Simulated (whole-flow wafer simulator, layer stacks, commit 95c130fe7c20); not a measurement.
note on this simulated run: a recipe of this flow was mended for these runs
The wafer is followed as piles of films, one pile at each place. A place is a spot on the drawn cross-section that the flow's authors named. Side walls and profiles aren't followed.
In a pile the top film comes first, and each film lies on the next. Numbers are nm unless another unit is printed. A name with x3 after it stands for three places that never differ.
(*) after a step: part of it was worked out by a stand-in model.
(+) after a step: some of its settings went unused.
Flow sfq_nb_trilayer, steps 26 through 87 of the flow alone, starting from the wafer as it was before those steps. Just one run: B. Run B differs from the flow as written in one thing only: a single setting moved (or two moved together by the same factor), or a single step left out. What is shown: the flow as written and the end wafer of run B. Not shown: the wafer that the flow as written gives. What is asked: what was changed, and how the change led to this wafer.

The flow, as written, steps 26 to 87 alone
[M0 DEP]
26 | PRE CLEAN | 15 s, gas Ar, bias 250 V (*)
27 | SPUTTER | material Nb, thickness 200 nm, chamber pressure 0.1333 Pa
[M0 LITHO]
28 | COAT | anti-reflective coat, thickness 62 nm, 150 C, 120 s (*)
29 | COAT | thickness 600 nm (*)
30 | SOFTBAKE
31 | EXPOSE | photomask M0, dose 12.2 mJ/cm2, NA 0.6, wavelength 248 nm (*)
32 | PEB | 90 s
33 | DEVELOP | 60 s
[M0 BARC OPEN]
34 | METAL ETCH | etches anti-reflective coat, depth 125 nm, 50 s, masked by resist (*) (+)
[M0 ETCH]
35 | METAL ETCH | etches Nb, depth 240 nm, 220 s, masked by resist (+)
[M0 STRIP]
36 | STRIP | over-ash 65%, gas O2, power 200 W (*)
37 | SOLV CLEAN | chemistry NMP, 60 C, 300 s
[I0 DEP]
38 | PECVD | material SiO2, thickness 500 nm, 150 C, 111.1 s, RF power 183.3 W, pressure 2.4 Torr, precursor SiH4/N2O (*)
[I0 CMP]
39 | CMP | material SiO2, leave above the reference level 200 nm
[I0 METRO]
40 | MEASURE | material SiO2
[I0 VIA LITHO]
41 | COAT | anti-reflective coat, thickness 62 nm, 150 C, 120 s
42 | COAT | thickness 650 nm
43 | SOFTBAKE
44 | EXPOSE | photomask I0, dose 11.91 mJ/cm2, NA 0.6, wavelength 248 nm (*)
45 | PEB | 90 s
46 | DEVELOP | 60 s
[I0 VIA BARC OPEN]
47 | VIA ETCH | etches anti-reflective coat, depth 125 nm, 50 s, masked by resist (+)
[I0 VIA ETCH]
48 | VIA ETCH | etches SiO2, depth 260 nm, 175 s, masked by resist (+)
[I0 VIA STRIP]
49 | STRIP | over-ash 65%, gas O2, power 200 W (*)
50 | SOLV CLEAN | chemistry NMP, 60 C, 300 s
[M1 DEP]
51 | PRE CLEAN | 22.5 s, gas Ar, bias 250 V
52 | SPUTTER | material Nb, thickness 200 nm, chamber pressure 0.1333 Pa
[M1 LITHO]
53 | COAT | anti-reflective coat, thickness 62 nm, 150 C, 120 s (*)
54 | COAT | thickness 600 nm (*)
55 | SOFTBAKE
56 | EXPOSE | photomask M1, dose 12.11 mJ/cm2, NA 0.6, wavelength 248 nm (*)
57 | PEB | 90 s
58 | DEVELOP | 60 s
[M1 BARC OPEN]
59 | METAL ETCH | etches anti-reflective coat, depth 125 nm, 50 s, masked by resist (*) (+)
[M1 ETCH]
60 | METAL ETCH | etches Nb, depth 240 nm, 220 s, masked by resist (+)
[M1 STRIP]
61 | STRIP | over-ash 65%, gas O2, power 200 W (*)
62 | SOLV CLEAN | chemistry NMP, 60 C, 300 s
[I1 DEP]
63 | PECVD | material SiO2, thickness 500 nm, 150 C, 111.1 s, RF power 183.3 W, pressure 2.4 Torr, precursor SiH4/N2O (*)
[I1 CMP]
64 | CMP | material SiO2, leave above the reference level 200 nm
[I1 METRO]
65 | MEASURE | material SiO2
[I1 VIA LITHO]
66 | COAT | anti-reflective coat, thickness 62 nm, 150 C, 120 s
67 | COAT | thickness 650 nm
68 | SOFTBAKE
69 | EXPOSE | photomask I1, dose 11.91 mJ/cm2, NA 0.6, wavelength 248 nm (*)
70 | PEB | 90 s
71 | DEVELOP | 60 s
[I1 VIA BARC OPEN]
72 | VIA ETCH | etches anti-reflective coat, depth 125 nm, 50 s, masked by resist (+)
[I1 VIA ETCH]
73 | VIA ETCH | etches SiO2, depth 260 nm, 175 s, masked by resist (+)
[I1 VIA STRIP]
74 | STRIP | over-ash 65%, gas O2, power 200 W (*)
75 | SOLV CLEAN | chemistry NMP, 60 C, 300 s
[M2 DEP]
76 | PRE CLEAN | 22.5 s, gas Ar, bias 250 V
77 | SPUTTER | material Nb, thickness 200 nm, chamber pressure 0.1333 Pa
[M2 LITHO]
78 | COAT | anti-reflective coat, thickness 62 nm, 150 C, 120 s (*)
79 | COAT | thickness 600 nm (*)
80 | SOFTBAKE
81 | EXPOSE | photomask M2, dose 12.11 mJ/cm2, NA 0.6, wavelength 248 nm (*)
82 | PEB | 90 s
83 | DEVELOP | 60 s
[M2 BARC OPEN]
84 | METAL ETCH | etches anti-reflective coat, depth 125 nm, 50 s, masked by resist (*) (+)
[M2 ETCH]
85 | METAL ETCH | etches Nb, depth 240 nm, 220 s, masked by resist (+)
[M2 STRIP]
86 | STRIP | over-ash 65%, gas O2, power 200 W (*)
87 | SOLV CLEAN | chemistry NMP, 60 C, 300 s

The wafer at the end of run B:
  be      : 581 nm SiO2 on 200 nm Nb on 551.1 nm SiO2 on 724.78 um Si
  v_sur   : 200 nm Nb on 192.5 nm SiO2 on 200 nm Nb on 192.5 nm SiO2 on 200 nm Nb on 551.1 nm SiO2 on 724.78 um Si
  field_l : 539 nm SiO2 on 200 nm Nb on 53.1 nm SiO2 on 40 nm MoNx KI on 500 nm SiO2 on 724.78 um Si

The reason: step 26, PRE CLEAN: bias 400 V was run, whereas the flow has bias 250 V.

The path from the change to this, step by step:
  26 | PRE CLEAN | 15 s, gas Ar, bias 250 V (*)
      field_l, v_sur, via_wl and 102 more: -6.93 SiO2 (as written it would have been: -5 SiO2)
      l0v: -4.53 MoNx KI (as written it would have been: -2.91 MoNx KI)
